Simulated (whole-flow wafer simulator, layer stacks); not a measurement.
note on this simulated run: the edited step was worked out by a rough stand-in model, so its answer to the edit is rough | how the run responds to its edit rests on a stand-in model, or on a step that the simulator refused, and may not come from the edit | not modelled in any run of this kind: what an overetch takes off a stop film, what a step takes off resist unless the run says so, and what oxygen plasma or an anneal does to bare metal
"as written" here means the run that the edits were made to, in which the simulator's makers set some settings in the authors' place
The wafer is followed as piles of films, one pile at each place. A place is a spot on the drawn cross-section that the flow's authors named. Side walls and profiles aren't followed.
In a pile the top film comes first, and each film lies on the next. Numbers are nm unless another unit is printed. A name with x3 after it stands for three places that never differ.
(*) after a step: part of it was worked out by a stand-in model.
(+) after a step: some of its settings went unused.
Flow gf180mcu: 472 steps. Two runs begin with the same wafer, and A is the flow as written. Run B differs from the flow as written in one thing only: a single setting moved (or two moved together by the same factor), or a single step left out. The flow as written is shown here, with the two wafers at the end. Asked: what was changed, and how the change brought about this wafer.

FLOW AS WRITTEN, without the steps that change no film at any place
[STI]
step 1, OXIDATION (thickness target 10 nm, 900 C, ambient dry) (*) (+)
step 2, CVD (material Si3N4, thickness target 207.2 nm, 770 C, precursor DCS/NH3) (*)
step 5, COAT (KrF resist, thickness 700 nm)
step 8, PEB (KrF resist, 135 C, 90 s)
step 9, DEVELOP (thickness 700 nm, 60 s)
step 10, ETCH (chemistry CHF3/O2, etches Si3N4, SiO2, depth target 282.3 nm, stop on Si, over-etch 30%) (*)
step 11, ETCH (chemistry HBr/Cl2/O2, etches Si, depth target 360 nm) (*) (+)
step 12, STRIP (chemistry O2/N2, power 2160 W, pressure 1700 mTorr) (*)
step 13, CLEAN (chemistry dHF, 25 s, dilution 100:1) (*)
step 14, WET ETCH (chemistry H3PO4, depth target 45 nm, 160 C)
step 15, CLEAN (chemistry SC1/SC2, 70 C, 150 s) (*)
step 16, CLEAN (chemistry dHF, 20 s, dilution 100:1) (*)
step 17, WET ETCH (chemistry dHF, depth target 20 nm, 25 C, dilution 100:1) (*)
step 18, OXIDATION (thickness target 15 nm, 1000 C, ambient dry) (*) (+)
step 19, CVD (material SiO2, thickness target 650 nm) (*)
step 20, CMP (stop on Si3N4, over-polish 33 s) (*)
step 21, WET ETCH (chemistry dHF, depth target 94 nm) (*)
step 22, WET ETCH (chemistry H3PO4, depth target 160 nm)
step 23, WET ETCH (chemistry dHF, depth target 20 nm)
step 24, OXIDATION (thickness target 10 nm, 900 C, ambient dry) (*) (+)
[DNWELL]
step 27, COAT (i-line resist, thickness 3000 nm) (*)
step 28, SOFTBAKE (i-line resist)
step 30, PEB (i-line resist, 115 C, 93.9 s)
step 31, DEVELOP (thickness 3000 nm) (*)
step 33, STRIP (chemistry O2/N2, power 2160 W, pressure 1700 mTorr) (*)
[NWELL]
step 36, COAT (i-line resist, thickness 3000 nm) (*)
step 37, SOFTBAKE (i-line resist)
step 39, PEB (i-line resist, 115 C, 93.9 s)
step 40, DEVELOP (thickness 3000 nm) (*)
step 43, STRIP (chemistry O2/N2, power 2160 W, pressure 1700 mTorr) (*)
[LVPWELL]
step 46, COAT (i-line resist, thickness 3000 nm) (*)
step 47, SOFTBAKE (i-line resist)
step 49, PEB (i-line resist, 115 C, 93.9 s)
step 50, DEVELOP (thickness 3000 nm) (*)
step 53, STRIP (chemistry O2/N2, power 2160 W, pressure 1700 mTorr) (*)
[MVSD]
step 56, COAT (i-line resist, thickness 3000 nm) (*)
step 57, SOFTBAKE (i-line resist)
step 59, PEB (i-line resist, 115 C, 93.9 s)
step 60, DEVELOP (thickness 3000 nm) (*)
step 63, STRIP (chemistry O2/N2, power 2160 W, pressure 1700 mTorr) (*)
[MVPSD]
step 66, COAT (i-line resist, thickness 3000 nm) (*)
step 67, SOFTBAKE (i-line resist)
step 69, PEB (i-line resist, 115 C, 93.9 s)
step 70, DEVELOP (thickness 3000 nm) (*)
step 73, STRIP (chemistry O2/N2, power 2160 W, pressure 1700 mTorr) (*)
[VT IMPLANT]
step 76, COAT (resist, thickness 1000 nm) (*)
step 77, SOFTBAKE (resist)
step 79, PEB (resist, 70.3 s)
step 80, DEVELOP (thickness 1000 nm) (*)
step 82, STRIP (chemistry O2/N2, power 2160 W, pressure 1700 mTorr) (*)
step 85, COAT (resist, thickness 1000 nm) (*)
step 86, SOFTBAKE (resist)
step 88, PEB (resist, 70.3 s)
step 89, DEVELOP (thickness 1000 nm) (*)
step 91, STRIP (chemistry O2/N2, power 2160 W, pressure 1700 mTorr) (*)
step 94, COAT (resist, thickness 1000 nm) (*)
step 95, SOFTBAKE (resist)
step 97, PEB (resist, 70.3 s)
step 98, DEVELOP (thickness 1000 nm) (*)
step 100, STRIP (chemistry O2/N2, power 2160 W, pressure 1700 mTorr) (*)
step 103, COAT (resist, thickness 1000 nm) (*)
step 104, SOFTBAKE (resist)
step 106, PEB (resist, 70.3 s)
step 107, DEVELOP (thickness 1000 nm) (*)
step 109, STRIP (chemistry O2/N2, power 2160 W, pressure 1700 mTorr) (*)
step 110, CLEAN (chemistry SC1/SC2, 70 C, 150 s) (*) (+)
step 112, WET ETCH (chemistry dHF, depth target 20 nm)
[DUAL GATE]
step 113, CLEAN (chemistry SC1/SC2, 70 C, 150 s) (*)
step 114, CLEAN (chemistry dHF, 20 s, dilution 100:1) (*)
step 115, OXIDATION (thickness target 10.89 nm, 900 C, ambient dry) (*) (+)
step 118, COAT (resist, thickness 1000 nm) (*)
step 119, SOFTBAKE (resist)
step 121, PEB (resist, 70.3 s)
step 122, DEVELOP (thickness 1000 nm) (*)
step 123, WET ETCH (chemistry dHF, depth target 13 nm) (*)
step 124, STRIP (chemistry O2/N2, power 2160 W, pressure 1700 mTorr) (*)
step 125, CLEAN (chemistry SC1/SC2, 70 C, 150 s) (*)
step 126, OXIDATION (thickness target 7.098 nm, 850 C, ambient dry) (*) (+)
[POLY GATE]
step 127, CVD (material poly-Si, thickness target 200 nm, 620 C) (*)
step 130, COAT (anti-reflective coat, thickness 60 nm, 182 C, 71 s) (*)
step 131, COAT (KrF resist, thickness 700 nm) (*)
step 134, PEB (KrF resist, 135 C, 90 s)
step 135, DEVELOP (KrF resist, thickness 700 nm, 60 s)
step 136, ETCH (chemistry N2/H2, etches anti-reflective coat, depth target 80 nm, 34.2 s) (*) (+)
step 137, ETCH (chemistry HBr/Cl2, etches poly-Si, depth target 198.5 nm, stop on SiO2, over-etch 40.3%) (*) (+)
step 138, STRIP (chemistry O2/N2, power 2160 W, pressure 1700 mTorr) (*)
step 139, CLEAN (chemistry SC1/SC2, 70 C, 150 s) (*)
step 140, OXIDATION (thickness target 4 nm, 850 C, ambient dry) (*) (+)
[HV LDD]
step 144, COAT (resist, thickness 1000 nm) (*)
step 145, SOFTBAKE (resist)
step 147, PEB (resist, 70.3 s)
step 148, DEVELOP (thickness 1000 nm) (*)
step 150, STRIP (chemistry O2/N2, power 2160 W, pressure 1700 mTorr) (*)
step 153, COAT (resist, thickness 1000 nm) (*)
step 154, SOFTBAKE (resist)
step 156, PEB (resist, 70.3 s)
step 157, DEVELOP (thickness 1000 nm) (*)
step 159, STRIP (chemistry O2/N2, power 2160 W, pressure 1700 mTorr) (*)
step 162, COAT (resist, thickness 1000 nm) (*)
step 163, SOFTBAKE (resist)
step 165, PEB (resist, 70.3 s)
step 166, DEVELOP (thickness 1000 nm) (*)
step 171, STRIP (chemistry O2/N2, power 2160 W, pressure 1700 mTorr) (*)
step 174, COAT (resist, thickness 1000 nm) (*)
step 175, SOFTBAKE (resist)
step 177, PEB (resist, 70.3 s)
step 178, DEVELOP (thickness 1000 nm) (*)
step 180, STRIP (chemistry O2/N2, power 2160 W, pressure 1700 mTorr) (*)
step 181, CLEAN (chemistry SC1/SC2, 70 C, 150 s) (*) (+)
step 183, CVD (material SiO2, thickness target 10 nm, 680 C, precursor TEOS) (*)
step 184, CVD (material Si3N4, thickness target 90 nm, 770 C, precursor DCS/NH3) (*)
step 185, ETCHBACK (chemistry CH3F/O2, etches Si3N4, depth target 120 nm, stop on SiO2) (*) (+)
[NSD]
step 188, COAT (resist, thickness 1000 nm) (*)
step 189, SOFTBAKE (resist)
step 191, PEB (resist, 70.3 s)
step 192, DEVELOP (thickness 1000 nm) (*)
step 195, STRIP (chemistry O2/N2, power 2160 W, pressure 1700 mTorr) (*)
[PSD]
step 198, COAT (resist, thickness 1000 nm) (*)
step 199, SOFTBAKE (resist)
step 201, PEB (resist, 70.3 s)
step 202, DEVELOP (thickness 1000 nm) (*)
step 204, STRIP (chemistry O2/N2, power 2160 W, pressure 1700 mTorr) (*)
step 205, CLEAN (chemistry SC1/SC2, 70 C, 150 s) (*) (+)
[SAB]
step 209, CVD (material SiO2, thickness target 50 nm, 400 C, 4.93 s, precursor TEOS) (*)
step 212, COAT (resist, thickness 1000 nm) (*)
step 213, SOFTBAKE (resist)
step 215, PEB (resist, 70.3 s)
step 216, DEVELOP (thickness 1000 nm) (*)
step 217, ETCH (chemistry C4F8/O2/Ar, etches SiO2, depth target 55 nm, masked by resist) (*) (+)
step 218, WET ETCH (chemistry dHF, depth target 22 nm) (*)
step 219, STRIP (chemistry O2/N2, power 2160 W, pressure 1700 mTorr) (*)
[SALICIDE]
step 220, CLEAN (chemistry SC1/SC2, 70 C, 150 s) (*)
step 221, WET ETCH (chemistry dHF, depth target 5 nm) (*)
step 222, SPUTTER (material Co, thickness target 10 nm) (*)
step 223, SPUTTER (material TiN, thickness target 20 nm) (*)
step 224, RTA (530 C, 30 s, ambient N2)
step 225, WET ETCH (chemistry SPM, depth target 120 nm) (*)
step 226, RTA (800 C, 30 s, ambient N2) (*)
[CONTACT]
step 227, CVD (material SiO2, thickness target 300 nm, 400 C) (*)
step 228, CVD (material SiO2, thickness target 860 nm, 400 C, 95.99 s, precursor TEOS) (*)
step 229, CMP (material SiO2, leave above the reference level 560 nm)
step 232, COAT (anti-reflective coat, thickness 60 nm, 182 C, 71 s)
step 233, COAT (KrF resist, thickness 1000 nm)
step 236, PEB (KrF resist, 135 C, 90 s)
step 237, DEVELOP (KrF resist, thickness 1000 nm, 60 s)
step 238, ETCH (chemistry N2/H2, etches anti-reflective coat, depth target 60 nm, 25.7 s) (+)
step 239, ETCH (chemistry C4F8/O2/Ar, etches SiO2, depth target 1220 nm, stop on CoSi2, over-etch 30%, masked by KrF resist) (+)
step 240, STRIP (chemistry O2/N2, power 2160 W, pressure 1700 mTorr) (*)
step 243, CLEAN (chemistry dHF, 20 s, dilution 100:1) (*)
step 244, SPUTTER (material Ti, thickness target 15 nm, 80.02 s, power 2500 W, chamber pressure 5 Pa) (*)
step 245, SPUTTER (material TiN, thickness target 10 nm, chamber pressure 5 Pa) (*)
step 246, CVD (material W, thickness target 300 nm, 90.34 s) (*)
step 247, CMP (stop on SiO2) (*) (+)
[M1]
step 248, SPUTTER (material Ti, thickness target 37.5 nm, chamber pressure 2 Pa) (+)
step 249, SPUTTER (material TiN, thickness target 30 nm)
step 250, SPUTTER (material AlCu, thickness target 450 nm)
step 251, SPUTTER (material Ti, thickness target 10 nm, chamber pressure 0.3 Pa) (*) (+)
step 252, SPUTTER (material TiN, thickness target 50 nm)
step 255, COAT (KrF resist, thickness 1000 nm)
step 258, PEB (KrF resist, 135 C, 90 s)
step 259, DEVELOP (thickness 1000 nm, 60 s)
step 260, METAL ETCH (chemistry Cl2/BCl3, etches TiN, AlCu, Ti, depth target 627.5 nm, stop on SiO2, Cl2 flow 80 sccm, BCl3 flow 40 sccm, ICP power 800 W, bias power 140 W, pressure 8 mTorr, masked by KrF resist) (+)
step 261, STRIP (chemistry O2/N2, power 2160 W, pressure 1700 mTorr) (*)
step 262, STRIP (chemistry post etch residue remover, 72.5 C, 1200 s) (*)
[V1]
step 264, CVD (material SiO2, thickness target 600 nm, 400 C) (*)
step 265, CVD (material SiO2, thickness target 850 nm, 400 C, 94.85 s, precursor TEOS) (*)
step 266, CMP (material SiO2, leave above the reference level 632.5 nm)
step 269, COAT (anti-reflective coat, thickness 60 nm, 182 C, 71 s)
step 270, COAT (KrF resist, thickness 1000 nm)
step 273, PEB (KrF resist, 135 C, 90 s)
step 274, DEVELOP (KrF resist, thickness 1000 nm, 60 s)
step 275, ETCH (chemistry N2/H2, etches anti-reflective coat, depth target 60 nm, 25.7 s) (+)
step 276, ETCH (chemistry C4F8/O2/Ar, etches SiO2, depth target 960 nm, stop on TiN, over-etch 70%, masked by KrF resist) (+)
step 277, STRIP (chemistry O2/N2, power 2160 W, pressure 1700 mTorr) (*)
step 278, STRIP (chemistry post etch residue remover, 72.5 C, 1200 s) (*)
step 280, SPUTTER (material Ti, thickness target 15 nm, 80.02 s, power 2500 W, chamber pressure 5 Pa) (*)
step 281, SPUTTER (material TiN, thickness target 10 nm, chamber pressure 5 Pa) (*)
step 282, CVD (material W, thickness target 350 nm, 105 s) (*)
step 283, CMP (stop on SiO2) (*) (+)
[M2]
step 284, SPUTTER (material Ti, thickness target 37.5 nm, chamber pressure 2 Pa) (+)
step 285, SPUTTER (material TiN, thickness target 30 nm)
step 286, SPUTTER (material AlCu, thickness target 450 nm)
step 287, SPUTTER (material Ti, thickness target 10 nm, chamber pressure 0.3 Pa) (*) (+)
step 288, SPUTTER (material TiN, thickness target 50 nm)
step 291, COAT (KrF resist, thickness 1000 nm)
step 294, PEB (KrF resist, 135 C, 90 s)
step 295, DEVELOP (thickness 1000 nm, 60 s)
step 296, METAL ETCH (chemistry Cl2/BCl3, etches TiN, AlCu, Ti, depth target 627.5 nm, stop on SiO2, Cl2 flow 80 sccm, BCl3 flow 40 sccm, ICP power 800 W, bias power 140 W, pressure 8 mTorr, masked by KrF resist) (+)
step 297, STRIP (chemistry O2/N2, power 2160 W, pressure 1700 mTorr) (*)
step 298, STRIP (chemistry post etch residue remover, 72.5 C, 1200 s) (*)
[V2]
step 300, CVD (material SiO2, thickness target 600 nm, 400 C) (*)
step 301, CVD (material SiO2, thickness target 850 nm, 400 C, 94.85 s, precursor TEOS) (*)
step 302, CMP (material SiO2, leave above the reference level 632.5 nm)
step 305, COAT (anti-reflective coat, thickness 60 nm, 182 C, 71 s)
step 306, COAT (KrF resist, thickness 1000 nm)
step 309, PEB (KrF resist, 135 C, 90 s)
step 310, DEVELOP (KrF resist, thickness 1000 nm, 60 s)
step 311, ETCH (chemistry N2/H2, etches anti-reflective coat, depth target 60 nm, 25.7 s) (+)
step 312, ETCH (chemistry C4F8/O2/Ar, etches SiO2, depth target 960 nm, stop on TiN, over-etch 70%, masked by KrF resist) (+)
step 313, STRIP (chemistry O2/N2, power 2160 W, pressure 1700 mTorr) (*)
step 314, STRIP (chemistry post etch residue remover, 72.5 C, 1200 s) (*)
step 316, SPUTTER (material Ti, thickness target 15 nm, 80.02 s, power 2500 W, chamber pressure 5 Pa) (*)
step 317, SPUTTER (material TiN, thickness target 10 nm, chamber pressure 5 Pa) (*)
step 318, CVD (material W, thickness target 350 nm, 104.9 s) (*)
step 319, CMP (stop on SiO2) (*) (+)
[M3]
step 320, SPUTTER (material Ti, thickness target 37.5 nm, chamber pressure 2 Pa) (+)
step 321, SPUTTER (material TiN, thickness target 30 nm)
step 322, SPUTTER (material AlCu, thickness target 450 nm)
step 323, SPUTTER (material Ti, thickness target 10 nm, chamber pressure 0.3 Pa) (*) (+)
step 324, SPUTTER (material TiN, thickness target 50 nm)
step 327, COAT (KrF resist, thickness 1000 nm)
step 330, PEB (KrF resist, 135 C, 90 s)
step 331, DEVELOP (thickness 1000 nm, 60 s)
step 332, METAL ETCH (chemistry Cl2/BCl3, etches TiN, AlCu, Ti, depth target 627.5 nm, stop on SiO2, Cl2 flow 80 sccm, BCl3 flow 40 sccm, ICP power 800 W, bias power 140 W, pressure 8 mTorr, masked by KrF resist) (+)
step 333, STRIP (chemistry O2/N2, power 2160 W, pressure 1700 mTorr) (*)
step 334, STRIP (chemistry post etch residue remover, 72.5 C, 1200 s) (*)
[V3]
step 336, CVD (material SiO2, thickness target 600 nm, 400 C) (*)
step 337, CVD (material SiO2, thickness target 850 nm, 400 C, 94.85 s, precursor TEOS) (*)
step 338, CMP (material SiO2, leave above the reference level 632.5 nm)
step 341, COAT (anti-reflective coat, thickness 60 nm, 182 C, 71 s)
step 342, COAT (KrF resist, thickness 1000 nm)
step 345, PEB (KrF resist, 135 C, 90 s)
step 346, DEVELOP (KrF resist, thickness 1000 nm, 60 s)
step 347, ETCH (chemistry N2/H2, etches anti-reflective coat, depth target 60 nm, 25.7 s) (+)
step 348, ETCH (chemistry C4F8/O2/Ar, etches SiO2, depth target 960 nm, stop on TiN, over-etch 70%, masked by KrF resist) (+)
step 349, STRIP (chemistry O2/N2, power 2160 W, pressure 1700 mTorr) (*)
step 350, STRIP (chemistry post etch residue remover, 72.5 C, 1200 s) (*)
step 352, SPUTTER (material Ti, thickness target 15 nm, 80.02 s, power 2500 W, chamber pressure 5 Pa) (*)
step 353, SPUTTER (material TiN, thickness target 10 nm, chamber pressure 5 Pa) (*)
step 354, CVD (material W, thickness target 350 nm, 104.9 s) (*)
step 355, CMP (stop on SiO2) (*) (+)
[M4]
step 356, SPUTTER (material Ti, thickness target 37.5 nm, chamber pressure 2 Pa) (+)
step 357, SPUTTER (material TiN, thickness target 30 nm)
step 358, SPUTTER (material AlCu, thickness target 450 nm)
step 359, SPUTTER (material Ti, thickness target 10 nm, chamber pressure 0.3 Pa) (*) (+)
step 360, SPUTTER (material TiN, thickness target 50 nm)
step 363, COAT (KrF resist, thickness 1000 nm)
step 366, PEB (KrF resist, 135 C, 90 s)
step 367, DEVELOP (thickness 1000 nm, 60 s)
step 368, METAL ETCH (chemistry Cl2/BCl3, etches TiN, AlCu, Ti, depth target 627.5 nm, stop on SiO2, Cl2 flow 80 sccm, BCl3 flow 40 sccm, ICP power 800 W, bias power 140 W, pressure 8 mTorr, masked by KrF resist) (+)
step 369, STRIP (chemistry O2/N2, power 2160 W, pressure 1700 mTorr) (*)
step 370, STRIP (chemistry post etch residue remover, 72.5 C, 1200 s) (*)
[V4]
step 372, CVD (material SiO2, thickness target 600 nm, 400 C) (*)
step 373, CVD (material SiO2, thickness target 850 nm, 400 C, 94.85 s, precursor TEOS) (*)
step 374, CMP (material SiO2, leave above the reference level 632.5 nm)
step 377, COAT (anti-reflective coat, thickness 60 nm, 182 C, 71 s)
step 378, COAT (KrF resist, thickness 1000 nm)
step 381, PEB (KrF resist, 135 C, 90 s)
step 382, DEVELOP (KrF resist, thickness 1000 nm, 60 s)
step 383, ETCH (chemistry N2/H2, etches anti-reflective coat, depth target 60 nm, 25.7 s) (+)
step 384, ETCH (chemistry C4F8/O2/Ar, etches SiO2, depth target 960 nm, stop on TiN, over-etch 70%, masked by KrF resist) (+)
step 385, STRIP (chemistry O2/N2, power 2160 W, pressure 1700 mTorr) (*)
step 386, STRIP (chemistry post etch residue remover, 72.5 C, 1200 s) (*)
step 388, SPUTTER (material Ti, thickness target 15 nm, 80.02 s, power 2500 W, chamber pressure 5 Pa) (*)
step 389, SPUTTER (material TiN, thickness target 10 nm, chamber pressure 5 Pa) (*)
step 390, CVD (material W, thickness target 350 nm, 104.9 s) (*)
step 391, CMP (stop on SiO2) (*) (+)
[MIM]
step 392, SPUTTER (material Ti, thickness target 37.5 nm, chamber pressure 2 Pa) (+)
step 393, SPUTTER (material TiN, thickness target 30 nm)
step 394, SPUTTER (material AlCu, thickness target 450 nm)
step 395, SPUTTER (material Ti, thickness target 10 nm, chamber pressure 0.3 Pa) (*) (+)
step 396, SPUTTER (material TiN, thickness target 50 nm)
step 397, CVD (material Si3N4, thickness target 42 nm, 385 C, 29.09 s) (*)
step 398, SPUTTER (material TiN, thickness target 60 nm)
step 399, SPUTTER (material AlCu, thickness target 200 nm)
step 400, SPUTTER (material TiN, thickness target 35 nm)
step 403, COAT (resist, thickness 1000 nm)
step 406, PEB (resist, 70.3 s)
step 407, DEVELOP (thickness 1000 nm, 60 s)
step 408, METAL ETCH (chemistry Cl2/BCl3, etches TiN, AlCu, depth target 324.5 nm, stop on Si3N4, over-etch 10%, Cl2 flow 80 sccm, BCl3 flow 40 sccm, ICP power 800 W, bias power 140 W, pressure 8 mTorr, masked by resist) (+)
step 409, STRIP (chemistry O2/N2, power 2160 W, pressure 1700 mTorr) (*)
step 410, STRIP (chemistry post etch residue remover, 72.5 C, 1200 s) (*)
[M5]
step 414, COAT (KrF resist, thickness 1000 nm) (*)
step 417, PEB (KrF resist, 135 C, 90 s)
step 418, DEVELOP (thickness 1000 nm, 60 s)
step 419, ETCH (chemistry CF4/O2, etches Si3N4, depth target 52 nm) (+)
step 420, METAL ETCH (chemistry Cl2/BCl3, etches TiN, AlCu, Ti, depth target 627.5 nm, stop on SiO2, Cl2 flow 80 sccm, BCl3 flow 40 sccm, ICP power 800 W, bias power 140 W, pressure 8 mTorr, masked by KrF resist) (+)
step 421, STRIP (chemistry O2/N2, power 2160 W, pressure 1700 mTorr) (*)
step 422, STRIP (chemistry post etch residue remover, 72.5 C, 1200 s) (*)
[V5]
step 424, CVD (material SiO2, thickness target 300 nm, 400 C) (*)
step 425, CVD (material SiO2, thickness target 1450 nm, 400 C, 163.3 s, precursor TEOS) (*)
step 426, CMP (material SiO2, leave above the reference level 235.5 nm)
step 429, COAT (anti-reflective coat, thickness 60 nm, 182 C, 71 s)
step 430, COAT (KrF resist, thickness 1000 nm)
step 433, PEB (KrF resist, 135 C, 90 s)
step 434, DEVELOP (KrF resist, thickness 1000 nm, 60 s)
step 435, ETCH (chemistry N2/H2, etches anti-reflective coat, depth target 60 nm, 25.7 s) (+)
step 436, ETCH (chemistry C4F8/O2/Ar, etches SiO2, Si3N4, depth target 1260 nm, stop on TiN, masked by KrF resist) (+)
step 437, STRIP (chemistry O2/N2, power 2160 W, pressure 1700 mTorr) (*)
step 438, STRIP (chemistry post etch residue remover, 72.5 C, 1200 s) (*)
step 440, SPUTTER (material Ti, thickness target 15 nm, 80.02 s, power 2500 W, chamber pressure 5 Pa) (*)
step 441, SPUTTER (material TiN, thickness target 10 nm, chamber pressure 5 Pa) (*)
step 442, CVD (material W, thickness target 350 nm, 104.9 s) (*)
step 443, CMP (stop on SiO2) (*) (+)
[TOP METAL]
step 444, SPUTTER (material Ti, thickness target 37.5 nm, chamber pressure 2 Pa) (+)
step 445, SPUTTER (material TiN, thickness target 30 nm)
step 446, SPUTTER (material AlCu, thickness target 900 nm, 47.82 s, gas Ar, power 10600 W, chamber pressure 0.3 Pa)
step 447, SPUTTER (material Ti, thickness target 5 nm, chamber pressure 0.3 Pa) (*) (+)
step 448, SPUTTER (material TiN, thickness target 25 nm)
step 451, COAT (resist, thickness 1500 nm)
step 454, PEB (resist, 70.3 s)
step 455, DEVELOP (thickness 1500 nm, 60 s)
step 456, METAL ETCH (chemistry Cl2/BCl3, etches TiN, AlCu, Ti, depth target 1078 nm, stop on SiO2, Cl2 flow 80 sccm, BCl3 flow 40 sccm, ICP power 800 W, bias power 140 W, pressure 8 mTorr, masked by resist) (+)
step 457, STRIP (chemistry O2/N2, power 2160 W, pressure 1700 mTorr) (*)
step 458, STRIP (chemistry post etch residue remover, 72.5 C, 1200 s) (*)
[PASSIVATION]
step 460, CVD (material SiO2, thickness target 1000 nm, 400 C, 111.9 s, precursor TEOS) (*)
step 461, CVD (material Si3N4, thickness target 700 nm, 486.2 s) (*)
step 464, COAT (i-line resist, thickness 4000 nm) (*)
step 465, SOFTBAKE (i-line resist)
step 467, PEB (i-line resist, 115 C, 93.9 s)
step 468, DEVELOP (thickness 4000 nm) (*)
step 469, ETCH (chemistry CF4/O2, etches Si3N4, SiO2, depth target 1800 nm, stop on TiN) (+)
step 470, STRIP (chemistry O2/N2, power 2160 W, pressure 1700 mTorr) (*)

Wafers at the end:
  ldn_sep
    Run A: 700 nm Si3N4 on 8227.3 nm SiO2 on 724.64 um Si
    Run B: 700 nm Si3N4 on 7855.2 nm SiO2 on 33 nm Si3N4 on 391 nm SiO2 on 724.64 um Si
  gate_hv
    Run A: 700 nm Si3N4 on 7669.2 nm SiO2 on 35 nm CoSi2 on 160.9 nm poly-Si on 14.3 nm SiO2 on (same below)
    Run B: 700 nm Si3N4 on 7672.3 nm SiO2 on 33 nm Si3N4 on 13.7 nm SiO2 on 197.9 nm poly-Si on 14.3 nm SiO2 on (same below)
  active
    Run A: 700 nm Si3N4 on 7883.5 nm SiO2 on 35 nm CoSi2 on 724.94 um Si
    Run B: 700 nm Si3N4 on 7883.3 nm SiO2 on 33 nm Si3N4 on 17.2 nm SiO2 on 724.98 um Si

The reason: step 185, ETCHBACK: depth target 52.8 nm was run, whereas the flow has depth target 120 nm.

The path from the change to this, step by step:
  step 185, ETCHBACK (chemistry CH3F/O2, etches Si3N4, depth target 120 nm, stop on SiO2) (*) (+)
      field, field__w1, field__w2 and 100 more: A -90 Si3N4 (all of it), -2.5 SiO2 | B -52.8 Si3N4
  step 188, COAT (resist, thickness 1000 nm) (*)
      spacer: A +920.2 resist (new film) | B +960 resist (new film)
  step 189, SOFTBAKE (resist)
      field__w9: A +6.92 resist | B -3.14 resist
      nw_enc_fld_lv: A +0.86 resist | B +5.57 resist
  step 191, PEB (resist, 70.3 s)
      spacer: A -14.3 resist | B -15.2 resist
  step 192, DEVELOP (thickness 1000 nm) (*)
      spacer: A -905.9 resist (all of it) | B -944.8 resist (all of it)
  step 198, COAT (resist, thickness 1000 nm) (*)
      spacer: A +920.2 resist (new film) | B +960 resist (new film)
  step 199, SOFTBAKE (resist)
      field__w9: A +6.92 resist | B -3.14 resist
      nw_enc_fld_lv: A +0.86 resist | B +5.57 resist
  step 201, PEB (resist, 70.3 s)
      spacer: A -14.3 resist | B -15.2 resist
  step 204, STRIP (chemistry O2/N2, power 2160 W, pressure 1700 mTorr) (*)
      spacer: A -905.9 resist (all of it) | B -944.8 resist (all of it)
  step 205, CLEAN (chemistry SC1/SC2, 70 C, 150 s) (*) (+)
      field, field__w1, field__w2 and 105 more: A -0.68 SiO2 | B -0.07 Si3N4
  step 209, CVD (material SiO2, thickness target 50 nm, 400 C, 4.93 s, precursor TEOS) (*)
      field, field__w7, field__w8 and 73 more: A +50 SiO2 | B +50 SiO2 (new film)
      field_sub__w1, field_sub__w3, field_sub__w4, field_sub__w5, ld_drift_n: A +48.9 SiO2 | B +48.8 SiO2 (new film)
      (also at 27 further places)
  step 212, COAT (resist, thickness 1000 nm) (*)
      spacer: A +919.4 resist (new film) | B +959.6 resist (new film)
  step 215, PEB (resist, 70.3 s)
      spacer: A -14.3 resist | B -15.2 resist
  step 216, DEVELOP (thickness 1000 nm) (*)
      spacer: A -905.1 resist (all of it) | B -944.4 resist (all of it)
  step 217, ETCH (chemistry C4F8/O2/Ar, etches SiO2, depth target 55 nm, masked by resist) (*) (+)
      field, field__w7, field__w8 and 70 more: A -55 SiO2 | B -50 SiO2 (all of it), -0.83 Si3N4
      field_sub__w1, field_sub__w3, field_sub__w4, field_sub__w5, ld_drift_n: A -55 SiO2 | B -48.8 SiO2 (all of it), -1.03 Si3N4
      (also at 21 further places)
  step 218, WET ETCH (chemistry dHF, depth target 22 nm) (*)
      gate, gate_hv, gate_p and 23 more: A -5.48 SiO2 (all of it) | B -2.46 Si3N4
      field, field__w10, sti and 14 more: A -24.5 SiO2 | B -2.46 Si3N4
      (also at 56 further places)
  ... another 12 steps ...
  step 471, ANNEAL (400 C, 1800 s, ambient N2/H2)
      polyc_n, polyc_p: A nothing | B under 9 films: +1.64 void (new film), -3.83 Ti, +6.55 TiSi first (new film), -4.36 poly-Si
      contact: A nothing | B under 49 films: +1.62 void (new film), -3.83 Ti, +6.55 TiSi first (new film), -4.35 Si
With metal films that touch counted as one body, gate_hv has 0 bodies; the flow as written gives 1 body.
With metal films that touch counted as one body, active has 0 bodies; the flow as written gives 1 body.
